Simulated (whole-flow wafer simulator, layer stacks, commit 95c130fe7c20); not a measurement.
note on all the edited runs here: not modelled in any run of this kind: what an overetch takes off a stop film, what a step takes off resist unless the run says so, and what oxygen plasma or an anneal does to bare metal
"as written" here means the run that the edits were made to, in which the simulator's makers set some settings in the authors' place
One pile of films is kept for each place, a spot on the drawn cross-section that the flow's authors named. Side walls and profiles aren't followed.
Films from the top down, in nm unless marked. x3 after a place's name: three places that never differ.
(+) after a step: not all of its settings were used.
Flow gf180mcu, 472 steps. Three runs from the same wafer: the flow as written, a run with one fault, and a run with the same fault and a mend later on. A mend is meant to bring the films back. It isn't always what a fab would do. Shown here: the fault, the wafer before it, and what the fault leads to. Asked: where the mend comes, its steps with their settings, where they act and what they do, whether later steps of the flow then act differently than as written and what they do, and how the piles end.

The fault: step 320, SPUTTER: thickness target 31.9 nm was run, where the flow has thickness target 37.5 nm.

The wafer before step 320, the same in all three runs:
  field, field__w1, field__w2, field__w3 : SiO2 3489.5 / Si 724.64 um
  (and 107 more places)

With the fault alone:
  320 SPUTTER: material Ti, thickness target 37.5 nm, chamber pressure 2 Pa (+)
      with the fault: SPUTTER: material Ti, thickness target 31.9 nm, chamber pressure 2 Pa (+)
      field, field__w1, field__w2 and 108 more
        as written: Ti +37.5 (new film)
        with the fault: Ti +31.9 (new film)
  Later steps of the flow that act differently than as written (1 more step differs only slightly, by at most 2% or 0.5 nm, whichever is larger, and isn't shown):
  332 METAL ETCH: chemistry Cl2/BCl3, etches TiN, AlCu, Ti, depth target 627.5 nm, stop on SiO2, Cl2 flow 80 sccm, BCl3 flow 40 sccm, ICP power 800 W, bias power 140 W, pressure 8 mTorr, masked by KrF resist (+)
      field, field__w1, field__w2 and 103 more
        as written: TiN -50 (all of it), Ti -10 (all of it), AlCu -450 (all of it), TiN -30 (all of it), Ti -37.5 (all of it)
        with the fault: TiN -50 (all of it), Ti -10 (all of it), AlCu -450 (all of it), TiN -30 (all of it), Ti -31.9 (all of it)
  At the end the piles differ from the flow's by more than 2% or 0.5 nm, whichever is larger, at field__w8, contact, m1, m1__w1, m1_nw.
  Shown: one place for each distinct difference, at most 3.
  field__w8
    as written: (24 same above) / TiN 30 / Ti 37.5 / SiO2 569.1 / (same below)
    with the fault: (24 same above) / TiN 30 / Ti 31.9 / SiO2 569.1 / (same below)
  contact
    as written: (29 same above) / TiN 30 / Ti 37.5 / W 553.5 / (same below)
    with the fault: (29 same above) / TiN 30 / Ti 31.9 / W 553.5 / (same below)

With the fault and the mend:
  The mend comes after step 320.
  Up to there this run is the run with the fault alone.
  320a SPUTTER: material Ti, thickness target 5.6 nm, chamber pressure 2 Pa (+) (the flow's step 320 once more, with other settings)
      field, field__w1, field__w2 and 108 more
        Ti +5.6
  No later step of the flow acts differently than as written at any place that is followed.
  At the end the piles are the same as the flow's at every place that both follow.
